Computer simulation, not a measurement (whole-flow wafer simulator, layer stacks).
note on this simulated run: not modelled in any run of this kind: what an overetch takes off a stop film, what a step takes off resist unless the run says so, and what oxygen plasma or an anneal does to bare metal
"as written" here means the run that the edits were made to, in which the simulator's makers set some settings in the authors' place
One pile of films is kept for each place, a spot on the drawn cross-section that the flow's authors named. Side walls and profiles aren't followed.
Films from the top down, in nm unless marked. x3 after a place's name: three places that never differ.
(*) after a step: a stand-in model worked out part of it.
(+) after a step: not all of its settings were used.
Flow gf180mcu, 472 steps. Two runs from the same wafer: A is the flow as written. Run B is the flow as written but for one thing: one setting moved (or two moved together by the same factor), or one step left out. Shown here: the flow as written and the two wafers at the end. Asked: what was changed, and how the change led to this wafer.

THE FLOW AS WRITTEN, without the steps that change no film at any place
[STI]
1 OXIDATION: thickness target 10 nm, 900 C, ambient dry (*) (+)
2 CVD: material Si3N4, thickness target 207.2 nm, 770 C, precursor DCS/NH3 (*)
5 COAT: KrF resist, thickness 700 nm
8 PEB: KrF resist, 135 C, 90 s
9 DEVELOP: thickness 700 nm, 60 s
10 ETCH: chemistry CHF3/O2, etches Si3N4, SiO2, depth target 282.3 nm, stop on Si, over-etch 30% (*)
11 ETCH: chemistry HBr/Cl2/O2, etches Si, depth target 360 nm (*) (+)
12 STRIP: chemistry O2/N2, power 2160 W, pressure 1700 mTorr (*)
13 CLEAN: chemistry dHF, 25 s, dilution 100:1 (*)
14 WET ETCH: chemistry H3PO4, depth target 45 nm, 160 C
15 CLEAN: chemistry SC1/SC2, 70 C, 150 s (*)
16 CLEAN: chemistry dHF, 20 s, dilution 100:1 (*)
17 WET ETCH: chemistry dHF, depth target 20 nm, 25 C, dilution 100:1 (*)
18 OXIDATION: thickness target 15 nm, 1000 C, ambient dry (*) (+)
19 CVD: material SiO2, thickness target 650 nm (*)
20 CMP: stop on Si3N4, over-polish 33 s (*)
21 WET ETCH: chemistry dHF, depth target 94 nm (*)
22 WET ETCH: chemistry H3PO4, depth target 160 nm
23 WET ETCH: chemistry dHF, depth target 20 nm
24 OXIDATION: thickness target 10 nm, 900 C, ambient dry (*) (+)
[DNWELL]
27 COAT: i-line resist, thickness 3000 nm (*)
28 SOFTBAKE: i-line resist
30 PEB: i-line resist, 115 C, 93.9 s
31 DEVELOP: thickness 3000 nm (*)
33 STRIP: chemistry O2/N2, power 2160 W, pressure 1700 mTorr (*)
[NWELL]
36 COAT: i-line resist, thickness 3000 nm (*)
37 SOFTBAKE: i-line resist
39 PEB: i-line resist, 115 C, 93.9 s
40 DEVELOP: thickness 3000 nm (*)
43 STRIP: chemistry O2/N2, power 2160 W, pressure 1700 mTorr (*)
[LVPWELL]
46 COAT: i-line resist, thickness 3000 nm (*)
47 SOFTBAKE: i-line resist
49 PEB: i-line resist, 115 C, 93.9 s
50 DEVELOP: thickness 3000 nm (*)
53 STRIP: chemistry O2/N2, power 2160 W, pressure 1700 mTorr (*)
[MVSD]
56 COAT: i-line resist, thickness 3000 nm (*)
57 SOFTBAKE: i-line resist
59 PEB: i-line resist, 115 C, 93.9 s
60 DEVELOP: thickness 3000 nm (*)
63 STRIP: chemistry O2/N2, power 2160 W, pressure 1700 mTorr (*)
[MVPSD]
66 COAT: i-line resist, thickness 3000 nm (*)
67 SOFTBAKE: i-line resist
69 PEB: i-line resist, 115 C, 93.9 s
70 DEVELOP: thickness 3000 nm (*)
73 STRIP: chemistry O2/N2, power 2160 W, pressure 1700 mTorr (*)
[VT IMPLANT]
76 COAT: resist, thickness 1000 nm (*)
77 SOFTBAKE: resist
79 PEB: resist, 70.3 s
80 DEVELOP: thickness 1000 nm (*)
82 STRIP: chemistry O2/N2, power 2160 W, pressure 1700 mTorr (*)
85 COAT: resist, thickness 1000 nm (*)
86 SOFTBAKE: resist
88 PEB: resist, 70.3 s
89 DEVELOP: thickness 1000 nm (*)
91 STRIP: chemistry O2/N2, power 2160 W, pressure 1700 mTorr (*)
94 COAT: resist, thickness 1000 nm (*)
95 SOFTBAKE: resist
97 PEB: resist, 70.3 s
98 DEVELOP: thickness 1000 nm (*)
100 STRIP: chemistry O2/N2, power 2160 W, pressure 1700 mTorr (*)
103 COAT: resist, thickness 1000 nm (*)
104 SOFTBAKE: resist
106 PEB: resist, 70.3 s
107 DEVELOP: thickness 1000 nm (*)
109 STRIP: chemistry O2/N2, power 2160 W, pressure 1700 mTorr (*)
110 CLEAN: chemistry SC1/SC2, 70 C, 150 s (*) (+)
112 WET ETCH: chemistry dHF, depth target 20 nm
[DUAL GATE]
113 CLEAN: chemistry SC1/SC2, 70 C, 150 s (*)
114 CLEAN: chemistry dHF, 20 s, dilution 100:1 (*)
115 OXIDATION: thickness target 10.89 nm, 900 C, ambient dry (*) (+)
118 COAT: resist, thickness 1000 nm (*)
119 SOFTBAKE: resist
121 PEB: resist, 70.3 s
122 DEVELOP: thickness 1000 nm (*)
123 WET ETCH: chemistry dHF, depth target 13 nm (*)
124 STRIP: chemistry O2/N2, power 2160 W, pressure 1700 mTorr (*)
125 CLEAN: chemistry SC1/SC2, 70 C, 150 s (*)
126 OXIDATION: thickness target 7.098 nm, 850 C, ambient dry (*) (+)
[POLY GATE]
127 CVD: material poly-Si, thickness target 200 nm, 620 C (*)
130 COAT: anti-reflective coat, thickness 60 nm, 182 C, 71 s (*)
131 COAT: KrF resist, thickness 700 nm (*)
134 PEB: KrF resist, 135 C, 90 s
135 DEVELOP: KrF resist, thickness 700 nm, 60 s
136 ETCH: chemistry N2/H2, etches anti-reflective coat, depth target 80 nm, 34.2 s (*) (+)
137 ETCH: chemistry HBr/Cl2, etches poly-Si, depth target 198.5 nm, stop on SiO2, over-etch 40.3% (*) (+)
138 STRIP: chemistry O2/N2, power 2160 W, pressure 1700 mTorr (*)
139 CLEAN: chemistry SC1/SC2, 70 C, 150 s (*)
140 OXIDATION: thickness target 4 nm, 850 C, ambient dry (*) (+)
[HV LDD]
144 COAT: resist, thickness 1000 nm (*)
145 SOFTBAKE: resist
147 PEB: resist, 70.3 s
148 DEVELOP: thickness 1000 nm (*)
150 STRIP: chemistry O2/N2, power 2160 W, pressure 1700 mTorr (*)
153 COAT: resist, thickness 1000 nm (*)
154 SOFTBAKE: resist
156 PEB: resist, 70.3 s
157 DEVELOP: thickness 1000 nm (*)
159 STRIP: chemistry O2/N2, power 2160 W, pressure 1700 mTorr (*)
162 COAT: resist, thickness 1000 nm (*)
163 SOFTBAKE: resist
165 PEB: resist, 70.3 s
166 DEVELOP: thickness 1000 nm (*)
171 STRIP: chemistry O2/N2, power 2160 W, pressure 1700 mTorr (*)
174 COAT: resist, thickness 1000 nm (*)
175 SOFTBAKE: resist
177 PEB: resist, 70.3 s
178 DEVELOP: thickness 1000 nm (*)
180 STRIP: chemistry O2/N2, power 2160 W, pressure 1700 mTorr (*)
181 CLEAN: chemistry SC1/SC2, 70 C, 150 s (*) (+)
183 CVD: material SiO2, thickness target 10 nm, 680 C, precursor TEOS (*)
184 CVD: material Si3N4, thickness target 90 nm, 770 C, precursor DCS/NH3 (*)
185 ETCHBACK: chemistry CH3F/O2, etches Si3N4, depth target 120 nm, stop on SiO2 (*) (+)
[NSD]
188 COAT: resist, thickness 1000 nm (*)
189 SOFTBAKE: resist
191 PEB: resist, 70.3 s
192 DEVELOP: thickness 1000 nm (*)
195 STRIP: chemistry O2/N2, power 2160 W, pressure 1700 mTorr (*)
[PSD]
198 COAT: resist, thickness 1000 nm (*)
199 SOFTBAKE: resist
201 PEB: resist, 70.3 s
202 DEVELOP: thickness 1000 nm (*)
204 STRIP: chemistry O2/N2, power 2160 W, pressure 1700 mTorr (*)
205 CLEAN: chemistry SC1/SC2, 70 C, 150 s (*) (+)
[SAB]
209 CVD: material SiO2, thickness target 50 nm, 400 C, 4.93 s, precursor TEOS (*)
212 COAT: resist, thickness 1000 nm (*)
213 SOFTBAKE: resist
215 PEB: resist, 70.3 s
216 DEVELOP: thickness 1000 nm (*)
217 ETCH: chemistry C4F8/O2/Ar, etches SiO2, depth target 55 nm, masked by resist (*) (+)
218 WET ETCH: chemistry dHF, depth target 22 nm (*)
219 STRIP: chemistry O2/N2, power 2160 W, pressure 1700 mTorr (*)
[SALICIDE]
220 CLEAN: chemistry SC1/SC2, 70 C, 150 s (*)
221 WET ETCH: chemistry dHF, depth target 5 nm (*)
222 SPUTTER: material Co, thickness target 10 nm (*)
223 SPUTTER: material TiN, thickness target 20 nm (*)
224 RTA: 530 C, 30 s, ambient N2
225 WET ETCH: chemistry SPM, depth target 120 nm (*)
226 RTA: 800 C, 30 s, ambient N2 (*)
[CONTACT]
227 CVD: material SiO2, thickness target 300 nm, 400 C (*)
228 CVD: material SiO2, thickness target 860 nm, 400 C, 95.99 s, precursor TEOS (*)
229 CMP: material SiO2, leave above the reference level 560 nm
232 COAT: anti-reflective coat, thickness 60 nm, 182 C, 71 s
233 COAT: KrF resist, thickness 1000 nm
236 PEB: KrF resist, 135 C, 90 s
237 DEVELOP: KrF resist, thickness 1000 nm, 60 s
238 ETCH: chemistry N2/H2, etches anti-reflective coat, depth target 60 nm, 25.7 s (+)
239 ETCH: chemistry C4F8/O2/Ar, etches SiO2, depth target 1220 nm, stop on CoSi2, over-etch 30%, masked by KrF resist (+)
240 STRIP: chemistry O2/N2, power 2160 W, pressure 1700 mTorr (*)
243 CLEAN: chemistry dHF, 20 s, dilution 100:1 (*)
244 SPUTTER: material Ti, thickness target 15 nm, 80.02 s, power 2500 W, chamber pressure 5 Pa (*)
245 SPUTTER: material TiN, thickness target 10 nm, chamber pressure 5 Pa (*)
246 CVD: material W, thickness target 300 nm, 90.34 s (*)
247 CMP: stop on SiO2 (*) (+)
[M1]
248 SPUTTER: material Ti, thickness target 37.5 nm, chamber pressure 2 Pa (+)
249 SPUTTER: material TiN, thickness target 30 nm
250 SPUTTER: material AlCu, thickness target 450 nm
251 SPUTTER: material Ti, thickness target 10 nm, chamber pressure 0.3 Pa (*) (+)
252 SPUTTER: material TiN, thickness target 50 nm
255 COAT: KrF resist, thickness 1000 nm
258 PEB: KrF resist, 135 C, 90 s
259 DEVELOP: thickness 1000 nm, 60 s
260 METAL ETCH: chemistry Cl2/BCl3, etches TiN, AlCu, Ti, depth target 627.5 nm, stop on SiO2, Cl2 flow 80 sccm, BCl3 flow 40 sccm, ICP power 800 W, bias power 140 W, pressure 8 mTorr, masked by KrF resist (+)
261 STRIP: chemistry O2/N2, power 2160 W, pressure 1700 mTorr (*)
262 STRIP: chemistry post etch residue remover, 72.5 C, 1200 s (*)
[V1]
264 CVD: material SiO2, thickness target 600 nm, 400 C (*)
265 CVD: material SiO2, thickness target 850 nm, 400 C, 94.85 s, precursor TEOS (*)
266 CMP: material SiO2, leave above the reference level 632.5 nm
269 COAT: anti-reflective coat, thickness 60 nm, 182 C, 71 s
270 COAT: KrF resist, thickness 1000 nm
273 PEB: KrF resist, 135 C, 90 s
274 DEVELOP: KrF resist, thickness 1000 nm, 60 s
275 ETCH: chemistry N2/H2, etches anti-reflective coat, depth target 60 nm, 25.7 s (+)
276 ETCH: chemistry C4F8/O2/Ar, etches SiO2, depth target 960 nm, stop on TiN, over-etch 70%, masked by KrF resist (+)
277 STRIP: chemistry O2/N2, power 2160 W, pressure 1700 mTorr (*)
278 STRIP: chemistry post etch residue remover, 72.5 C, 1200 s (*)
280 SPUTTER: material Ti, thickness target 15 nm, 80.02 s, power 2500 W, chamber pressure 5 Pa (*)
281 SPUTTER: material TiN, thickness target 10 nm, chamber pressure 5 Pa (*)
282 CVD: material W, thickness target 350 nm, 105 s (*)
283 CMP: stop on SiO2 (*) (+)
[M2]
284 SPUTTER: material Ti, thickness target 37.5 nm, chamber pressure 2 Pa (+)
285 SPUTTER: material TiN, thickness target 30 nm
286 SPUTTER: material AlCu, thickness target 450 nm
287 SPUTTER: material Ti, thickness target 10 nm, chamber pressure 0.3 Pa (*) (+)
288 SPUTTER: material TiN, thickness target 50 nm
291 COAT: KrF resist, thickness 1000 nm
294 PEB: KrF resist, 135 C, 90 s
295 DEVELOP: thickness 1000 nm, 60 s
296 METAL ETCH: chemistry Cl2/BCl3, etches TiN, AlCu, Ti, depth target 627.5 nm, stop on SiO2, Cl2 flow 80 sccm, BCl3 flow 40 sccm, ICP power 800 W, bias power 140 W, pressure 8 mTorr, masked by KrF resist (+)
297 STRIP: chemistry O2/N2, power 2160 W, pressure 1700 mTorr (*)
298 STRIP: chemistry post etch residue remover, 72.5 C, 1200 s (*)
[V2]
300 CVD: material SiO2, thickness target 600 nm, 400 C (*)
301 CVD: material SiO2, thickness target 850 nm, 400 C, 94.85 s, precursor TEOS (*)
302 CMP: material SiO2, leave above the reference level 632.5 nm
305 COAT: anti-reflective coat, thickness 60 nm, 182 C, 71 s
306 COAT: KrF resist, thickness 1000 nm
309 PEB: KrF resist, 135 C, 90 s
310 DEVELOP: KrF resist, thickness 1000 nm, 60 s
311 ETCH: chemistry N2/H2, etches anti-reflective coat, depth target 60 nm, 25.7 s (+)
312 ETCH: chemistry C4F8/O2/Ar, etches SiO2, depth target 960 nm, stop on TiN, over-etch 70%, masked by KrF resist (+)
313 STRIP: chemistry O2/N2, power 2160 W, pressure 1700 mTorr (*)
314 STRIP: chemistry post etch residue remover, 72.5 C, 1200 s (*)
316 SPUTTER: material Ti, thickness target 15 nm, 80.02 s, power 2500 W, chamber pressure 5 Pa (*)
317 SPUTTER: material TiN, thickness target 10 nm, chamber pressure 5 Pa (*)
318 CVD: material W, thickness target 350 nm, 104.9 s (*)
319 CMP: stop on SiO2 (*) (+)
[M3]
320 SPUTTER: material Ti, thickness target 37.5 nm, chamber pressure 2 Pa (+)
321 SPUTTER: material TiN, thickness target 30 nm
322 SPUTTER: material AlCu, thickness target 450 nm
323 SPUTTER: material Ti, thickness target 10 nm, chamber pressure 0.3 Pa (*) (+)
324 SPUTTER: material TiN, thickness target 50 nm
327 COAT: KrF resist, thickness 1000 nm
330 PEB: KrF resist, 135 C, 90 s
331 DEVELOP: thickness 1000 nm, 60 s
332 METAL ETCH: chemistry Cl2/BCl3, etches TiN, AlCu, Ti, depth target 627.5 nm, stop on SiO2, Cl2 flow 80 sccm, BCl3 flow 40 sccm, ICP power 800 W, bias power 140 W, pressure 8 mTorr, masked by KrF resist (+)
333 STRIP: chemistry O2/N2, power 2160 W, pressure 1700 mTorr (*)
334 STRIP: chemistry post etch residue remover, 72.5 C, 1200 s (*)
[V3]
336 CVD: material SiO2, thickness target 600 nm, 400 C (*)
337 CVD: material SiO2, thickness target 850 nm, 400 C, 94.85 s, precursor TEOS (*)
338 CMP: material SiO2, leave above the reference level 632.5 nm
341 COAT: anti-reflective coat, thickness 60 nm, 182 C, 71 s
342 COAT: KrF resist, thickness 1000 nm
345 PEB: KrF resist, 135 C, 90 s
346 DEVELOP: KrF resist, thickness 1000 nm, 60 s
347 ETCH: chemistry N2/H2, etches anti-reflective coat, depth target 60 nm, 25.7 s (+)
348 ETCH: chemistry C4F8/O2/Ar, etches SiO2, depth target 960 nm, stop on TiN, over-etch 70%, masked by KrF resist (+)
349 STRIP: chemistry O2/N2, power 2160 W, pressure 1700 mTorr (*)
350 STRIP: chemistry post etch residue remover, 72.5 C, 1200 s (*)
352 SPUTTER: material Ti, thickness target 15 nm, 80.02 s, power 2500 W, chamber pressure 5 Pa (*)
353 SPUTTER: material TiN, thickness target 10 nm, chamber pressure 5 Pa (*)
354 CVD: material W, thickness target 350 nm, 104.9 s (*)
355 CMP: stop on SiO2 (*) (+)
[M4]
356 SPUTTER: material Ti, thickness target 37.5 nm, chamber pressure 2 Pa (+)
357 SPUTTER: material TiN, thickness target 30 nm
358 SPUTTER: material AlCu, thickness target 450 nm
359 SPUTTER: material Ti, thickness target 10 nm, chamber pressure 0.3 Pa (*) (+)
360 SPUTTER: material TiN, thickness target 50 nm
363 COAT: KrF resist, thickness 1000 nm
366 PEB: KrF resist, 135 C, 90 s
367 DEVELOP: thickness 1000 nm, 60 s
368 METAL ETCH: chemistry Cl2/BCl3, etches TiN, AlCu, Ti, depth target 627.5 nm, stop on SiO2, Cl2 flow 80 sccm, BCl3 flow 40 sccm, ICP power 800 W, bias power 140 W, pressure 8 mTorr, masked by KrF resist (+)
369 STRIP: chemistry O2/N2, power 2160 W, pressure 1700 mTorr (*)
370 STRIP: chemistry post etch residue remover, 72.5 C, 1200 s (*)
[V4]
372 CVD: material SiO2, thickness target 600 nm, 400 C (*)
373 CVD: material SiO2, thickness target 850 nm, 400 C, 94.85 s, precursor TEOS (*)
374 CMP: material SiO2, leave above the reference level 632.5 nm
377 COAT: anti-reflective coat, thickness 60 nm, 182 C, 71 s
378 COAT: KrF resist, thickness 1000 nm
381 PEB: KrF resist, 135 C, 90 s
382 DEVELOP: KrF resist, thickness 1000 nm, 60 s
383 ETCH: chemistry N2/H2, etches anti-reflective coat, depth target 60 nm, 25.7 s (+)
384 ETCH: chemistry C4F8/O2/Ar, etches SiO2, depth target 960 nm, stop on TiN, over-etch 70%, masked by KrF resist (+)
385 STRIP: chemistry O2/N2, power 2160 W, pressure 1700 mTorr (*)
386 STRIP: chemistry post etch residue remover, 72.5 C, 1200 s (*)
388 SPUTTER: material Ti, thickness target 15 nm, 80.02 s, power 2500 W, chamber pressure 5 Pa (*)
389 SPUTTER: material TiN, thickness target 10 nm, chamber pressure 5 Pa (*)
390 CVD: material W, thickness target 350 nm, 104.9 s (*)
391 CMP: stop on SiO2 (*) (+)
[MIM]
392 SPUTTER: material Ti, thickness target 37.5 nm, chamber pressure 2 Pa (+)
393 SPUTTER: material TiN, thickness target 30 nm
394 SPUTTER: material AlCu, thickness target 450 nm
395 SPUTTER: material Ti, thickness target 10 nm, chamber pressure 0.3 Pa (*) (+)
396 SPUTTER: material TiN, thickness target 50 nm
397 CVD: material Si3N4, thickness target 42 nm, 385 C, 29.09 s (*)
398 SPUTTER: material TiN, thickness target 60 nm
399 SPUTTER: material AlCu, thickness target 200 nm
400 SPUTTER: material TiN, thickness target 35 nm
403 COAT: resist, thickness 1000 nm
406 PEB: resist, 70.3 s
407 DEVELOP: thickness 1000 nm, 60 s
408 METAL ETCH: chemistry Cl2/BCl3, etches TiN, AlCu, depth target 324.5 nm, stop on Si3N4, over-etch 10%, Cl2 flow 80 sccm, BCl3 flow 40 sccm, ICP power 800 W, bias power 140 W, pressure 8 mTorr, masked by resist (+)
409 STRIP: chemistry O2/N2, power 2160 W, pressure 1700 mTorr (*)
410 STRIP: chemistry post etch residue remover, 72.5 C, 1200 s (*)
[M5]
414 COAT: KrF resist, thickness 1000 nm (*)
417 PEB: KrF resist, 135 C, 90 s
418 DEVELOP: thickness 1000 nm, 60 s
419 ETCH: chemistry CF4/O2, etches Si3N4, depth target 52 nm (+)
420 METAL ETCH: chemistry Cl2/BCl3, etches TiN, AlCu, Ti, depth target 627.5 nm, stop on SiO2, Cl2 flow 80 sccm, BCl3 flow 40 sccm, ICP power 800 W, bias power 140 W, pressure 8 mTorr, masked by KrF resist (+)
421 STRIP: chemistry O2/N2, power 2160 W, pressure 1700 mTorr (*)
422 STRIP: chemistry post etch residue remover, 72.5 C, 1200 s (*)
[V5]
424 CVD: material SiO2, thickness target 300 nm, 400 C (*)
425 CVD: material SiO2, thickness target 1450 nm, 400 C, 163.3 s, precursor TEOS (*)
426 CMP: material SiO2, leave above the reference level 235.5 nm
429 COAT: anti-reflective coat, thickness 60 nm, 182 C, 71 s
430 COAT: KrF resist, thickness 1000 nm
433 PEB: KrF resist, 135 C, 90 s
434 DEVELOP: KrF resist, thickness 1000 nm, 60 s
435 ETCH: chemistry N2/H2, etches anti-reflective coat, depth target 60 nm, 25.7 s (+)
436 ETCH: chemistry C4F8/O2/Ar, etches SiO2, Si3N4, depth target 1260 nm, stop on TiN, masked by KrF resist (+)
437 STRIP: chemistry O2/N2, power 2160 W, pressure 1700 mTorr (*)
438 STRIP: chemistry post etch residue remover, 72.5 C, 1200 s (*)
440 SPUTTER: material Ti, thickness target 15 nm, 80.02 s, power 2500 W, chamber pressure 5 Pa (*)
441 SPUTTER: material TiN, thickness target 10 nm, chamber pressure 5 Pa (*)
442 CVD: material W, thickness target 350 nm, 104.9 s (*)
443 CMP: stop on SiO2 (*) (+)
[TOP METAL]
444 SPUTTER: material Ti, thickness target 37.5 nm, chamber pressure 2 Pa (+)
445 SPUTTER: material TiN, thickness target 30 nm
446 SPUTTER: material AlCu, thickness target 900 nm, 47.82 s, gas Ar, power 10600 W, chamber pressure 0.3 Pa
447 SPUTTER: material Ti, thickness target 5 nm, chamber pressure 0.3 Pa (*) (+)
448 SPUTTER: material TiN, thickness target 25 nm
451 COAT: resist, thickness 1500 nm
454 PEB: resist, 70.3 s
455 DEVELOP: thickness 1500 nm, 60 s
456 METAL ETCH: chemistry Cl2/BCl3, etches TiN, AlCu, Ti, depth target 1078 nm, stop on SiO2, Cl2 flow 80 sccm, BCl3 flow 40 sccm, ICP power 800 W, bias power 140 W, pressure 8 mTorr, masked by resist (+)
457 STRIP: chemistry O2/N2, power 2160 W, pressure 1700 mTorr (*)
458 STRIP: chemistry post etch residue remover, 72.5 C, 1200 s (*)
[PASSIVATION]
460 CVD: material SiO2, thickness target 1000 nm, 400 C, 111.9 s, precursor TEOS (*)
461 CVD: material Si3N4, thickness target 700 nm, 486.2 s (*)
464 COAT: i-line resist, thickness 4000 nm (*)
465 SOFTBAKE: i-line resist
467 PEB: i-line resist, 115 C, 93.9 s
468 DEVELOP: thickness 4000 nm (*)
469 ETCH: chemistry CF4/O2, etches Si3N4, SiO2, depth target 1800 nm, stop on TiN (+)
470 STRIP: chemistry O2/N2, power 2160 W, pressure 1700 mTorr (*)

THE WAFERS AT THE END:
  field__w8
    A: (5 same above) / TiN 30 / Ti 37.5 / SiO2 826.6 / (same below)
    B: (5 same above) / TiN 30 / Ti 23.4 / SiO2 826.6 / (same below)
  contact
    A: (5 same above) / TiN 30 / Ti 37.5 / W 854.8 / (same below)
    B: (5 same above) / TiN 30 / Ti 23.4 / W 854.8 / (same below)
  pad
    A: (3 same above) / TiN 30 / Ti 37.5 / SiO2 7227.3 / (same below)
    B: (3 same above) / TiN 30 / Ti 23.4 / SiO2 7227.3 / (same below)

The cause: step 444, SPUTTER: thickness target 23.4 nm was run, where the flow has thickness target 37.5 nm.
It can be read off the wafer: field__w8 has Ti 23.4, and step 444 as written asks for 37.5 nm.

How the change led to this, step by step:
  444 SPUTTER: material Ti, thickness target 37.5 nm, chamber pressure 2 Pa (+)
      field, field__w1, field__w2 and 109 more: A Ti +37.5 (new film) | B Ti +23.4 (new film)
  456 METAL ETCH: chemistry Cl2/BCl3, etches TiN, AlCu, Ti, depth target 1078 nm, stop on SiO2, Cl2 flow 80 sccm, BCl3 flow 40 sccm, ICP power 800 W, bias power 140 W, pressure 8 mTorr, masked by resist (+)
      field, field__w1, field__w2 and 103 more: A TiN -25 (all of it), Ti -5 (all of it), AlCu -900 (all of it), TiN -30 (all of it), Ti -37.5 (all of it) | B TiN -25 (all of it), Ti -5 (all of it), AlCu -900 (all of it), TiN -30 (all of it), Ti -23.4 (all of it)
  465 SOFTBAKE: i-line resist
      field__w11, field__w13: A i-line resist +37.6 | B i-line resist +36.8
      ld_acc_p, ld_fp_p: A i-line resist +33.8 | B i-line resist +33.1
      (and at 36 more places)
